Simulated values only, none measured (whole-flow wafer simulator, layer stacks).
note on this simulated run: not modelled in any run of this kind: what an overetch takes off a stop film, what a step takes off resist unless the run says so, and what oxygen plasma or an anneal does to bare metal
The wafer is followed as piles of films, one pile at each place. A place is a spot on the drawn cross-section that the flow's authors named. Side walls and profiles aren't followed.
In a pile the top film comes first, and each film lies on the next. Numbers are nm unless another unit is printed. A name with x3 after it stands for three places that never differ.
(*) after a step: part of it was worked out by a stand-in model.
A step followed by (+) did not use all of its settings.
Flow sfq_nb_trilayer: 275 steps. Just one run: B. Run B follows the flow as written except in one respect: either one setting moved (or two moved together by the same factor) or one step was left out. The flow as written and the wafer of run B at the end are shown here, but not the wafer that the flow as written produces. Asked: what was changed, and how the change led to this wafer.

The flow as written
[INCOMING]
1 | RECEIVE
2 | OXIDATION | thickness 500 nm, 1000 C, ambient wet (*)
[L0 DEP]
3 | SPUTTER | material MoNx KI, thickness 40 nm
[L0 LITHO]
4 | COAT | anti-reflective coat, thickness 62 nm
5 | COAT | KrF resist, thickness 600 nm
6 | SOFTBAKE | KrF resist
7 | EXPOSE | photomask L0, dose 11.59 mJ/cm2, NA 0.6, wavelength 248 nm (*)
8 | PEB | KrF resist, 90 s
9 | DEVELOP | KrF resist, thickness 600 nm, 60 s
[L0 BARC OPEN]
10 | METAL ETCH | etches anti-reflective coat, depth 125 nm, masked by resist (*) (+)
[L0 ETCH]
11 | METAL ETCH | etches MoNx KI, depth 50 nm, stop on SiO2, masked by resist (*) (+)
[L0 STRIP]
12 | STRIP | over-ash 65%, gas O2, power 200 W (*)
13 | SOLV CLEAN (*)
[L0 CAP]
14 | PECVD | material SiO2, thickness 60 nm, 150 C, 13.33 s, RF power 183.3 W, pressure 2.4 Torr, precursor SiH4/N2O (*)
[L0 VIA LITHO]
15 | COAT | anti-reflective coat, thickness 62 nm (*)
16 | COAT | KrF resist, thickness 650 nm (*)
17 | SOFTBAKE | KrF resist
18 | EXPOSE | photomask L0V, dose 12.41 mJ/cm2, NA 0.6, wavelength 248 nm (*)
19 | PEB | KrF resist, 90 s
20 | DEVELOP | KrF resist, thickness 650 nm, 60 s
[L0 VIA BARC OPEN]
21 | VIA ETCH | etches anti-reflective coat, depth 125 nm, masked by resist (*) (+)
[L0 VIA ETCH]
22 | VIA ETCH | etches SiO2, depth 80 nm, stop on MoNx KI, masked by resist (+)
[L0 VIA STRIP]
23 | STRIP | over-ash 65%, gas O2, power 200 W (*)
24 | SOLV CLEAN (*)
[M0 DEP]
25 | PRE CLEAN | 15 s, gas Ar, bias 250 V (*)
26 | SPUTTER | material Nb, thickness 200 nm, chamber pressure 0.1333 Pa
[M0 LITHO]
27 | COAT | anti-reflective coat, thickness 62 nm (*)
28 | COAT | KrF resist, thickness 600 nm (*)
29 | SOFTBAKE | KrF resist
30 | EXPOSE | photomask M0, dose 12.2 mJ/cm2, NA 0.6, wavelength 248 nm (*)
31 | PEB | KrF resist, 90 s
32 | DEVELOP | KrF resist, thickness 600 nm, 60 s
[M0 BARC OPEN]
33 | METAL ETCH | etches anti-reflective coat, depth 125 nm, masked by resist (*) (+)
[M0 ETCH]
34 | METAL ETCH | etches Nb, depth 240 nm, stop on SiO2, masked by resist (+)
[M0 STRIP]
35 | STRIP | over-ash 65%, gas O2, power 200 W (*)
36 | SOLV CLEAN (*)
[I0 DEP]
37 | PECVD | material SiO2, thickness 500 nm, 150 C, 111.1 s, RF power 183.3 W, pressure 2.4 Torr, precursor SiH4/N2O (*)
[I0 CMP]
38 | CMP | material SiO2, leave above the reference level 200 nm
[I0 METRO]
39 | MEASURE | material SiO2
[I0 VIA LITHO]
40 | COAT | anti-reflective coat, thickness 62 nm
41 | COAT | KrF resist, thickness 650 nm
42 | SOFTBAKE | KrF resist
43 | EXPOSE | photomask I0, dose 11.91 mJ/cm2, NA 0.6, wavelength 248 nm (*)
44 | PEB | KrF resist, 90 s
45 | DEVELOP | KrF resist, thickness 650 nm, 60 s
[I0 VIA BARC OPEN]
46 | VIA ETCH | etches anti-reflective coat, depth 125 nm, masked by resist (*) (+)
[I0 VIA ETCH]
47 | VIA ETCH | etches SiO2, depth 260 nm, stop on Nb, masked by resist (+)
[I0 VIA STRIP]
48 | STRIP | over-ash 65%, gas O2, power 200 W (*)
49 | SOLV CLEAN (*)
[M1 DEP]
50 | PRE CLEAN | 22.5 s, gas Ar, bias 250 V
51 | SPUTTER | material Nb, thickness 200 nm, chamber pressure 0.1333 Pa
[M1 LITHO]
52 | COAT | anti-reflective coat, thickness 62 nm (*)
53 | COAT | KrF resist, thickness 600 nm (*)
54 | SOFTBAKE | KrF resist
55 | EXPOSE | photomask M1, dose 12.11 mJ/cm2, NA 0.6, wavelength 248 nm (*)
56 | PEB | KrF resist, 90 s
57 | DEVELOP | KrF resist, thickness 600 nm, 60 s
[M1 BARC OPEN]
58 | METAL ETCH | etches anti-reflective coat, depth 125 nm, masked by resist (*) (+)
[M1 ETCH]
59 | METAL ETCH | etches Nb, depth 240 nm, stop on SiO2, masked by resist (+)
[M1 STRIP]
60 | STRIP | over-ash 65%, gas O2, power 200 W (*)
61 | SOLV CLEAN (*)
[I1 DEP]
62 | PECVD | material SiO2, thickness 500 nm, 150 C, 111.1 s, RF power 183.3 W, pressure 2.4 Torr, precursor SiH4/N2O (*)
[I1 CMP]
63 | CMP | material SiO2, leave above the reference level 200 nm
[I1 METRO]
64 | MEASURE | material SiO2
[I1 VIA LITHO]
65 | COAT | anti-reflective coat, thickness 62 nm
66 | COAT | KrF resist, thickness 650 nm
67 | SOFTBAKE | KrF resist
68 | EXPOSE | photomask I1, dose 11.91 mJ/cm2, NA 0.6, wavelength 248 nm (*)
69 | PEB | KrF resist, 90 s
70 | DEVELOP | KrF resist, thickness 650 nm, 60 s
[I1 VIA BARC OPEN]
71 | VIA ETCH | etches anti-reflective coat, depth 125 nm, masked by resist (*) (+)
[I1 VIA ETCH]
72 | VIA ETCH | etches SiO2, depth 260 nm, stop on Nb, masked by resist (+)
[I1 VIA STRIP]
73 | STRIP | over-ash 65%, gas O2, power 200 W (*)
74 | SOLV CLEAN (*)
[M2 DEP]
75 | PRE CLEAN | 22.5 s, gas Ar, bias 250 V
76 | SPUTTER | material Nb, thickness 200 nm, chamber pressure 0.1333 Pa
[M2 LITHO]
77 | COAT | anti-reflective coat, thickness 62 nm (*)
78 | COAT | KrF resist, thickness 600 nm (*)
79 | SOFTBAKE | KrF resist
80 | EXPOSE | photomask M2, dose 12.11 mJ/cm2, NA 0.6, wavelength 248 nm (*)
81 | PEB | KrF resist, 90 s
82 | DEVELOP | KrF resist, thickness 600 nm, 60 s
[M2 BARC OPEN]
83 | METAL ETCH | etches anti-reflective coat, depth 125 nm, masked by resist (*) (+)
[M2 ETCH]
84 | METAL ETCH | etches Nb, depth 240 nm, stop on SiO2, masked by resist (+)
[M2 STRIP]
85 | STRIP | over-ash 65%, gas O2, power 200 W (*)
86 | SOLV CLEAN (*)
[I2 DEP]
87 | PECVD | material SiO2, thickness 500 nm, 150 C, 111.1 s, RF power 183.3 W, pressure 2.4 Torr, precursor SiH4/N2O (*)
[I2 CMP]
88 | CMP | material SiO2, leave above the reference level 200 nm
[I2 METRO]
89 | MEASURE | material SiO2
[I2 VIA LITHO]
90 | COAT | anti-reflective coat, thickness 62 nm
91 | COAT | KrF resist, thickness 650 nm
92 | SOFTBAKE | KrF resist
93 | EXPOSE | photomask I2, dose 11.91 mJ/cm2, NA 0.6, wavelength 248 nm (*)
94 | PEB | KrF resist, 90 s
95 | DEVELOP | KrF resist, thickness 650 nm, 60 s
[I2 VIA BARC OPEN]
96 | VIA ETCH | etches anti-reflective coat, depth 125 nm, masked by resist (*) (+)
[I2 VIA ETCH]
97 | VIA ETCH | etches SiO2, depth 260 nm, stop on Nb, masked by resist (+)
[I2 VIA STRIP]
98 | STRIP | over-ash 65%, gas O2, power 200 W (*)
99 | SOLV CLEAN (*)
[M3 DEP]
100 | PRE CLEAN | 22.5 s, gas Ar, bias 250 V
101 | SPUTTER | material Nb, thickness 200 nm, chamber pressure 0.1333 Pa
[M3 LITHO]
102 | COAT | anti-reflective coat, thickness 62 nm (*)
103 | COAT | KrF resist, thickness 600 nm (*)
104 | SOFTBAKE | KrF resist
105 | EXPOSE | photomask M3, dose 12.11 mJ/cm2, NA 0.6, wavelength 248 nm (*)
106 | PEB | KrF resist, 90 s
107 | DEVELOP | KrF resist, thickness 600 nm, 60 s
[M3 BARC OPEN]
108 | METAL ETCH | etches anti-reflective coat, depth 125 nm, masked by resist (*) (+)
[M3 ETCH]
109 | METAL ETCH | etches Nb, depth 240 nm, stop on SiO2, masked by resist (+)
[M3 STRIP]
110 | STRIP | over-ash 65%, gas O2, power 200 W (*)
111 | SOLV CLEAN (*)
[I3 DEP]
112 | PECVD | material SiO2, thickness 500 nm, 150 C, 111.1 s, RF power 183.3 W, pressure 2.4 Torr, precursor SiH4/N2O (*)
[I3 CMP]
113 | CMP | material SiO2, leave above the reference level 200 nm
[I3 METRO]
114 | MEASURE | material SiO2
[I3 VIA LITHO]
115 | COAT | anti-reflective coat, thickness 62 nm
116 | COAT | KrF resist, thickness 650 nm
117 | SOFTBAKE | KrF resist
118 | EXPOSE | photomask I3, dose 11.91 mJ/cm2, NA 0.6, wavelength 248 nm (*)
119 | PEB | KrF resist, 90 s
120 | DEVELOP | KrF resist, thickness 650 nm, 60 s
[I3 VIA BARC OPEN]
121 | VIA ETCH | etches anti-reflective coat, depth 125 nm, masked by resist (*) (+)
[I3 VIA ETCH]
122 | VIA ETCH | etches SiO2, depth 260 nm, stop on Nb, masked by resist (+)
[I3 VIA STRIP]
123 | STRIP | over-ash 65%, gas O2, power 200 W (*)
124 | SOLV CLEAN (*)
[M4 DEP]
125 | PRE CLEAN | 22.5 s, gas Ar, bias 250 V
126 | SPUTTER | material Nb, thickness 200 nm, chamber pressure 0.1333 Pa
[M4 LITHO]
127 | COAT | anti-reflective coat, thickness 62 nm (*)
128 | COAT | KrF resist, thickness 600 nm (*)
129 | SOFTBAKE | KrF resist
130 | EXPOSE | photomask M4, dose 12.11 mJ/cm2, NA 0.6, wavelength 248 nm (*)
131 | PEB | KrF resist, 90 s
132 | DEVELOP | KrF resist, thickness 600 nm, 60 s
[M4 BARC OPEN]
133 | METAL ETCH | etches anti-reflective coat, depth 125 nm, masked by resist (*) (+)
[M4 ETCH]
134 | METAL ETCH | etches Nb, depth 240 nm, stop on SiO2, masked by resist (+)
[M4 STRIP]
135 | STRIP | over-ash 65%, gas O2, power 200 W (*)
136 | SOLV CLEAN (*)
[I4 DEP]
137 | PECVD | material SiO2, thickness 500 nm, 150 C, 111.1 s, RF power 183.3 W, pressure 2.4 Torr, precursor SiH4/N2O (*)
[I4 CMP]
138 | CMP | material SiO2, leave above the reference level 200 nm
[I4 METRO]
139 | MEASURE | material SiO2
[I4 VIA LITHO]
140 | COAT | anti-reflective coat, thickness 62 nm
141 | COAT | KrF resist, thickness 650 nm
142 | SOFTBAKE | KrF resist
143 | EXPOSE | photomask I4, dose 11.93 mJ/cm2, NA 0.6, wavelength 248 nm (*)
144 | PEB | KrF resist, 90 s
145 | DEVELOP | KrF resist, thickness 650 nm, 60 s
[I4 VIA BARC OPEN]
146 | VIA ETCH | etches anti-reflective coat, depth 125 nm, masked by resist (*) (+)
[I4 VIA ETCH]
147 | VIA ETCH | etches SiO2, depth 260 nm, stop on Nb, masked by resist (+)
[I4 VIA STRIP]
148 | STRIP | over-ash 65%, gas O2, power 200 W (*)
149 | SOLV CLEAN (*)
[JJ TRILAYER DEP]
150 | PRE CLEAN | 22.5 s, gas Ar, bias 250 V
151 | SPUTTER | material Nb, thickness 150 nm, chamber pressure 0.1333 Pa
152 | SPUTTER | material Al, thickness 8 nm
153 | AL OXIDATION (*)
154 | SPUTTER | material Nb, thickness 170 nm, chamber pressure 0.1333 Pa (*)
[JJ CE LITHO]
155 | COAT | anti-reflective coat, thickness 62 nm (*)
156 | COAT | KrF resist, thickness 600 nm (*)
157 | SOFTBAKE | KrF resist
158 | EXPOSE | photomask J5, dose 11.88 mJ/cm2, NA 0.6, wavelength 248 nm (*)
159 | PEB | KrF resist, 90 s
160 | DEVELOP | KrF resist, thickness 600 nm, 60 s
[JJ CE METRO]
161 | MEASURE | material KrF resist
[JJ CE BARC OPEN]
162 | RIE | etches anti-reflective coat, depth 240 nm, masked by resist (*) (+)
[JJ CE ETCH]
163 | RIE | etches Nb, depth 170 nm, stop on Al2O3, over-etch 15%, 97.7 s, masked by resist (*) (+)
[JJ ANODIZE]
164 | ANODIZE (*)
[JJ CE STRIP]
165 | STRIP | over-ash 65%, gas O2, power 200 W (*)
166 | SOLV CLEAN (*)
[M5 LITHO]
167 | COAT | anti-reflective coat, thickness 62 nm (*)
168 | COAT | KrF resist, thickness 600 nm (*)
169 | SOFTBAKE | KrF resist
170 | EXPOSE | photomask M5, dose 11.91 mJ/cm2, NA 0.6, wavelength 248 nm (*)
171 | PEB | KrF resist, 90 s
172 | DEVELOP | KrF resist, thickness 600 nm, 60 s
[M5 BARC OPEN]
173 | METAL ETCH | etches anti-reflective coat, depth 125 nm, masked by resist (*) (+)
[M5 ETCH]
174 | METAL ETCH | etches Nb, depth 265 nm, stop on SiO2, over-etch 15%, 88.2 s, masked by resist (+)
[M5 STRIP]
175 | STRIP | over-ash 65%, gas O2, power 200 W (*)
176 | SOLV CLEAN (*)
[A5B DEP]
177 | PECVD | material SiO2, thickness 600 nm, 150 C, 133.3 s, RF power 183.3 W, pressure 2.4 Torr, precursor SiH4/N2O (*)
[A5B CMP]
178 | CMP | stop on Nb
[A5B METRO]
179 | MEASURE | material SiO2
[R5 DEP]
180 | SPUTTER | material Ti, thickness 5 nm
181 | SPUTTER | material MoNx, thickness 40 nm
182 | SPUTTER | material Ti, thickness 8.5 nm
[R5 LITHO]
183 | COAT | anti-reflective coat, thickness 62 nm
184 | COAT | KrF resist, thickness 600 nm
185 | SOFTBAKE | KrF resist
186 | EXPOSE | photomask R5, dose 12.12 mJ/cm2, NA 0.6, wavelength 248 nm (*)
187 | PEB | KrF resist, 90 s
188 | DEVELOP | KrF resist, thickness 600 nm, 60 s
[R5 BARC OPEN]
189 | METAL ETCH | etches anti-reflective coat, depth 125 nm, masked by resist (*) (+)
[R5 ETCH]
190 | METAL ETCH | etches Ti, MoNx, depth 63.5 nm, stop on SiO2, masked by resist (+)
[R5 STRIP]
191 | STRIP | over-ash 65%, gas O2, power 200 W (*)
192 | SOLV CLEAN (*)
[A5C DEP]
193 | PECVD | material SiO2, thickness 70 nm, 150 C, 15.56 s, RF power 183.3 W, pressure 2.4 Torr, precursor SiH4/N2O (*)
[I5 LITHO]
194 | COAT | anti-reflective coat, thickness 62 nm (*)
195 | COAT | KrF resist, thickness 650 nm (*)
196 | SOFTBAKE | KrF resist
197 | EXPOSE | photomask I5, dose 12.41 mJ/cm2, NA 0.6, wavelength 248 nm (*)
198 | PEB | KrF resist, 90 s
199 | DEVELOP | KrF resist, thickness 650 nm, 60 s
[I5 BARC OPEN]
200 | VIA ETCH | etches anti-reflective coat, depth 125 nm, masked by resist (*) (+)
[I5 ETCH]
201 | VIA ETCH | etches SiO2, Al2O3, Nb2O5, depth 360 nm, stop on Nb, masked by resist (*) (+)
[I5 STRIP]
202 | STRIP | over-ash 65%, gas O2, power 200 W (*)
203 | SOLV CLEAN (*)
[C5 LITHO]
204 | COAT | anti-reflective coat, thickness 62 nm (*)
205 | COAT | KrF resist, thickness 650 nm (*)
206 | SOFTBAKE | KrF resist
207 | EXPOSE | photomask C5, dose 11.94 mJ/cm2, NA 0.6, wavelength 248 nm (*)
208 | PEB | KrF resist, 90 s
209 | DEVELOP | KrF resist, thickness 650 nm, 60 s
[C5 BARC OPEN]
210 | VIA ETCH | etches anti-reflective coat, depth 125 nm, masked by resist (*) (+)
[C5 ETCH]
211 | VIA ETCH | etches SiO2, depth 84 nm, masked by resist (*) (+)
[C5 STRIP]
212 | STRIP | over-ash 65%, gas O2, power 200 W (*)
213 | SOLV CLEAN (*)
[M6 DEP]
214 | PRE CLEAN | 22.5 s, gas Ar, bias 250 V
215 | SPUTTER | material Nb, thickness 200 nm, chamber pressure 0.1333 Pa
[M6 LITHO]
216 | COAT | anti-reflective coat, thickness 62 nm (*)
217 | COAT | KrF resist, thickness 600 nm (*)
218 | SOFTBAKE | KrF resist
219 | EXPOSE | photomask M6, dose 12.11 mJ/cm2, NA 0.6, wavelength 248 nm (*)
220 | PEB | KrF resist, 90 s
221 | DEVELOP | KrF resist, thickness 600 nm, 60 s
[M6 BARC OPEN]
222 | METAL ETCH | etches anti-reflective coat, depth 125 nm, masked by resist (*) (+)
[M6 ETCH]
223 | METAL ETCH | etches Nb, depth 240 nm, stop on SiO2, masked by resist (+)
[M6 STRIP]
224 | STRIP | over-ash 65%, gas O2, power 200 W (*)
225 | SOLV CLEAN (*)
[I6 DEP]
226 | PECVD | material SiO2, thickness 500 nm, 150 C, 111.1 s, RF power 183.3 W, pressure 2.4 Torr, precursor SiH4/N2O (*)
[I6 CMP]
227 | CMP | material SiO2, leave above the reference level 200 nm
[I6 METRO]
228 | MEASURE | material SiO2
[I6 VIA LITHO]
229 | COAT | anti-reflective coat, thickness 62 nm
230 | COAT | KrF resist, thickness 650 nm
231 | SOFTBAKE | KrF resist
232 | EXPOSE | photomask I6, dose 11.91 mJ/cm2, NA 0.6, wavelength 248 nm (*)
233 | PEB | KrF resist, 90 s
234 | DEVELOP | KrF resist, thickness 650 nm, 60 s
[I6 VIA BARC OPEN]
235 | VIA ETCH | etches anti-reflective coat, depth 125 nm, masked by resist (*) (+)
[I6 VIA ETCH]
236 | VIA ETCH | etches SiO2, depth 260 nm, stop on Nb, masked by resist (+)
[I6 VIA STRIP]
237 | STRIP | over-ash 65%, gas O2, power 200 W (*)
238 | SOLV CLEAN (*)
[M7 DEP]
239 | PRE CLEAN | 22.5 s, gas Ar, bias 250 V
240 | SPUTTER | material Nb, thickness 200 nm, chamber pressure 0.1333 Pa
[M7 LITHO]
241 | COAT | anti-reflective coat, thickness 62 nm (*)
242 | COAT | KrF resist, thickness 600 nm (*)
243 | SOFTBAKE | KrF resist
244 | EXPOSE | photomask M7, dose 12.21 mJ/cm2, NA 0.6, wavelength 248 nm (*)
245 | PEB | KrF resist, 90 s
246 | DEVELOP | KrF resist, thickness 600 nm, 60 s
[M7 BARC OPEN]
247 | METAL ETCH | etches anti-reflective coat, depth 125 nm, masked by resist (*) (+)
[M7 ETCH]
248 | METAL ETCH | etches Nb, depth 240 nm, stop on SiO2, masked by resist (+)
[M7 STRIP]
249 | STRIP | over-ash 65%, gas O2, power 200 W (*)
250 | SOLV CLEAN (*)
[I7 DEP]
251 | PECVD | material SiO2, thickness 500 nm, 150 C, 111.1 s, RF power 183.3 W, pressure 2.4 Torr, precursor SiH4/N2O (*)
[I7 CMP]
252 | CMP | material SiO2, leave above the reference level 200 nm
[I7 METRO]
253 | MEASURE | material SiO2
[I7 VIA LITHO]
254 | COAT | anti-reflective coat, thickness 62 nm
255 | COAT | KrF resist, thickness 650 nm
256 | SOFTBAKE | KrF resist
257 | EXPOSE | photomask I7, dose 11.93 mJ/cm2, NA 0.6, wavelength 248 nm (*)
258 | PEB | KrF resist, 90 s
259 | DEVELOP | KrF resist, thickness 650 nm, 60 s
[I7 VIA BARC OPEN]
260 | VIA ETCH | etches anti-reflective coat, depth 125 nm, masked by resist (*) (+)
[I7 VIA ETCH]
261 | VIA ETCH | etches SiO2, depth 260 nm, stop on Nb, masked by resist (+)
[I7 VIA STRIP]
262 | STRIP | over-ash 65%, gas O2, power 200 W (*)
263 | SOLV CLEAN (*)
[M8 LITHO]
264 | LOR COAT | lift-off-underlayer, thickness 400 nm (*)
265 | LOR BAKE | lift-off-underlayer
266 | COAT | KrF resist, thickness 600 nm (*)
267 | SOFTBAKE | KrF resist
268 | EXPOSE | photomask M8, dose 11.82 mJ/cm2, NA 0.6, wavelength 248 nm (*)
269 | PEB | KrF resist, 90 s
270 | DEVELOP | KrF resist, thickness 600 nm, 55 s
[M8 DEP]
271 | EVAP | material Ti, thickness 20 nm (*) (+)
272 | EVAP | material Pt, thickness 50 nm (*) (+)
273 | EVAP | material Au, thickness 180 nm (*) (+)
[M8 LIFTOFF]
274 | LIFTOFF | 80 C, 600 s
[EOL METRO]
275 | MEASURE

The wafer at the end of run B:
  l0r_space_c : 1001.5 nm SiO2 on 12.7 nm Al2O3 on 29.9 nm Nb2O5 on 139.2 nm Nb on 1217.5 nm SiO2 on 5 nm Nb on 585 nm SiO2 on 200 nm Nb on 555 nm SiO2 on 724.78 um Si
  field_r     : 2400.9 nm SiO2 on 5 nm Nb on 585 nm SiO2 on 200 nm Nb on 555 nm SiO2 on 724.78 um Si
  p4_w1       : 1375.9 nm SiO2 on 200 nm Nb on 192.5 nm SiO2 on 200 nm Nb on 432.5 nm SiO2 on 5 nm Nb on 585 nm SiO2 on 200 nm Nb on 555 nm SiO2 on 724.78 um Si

Cause: step 76, SPUTTER: thickness 245 nm was run, while the flow as written has thickness 200 nm.

How this came from the change, step by step:
  76 | SPUTTER | material Nb, thickness 200 nm, chamber pressure 0.1333 Pa
      field_l, v_sur, via_wl and 102 more: +245 Nb (new film) (it would be, as written: +200 Nb (new film))
      via_v: +214.3 Nb (it would be, as written: +174.5 Nb)
  84 | METAL ETCH | etches Nb, depth 240 nm, stop on SiO2, masked by resist (+)
      field_l, be, be_sur and 81 more: -240 Nb (it would be, as written: -200 Nb (all of it))
  87 | PECVD | material SiO2, thickness 500 nm, 150 C, 111.1 s, RF power 183.3 W, pressure 2.4 Torr, precursor SiH4/N2O (*)
      field_l, be, be_sur and 81 more: +500 SiO2 (new film) (it would be, as written: +500 SiO2)
      via_v: +586.7 SiO2 (new film) (it would be, as written: +606 SiO2 (new film))
  88 | CMP | material SiO2, leave above the reference level 200 nm
      field_l, be, be_sur and 81 more: -60 SiO2 (it would be, as written: -100 SiO2)
      via_v: -157.1 SiO2 (it would be, as written: -181.6 SiO2)
With metal films that touch counted as one body, l0r_space_c has 3 bodies (between them, from the top down: SiO2 1217.5; SiO2 585); the flow as written gives 2 bodies (between them, from the top down: SiO2 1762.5).
With metal films that touch counted as one body, field_r has 2 bodies (between them, from the top down: SiO2 585); the flow as written gives 1 body.
With metal films that touch counted as one body, p4_w1 has 4 bodies (between them, from the top down: SiO2 192.5; SiO2 432.5; SiO2 585); the flow as written gives 3 bodies (between them, from the top down: SiO2 192.5; SiO2 977.5).
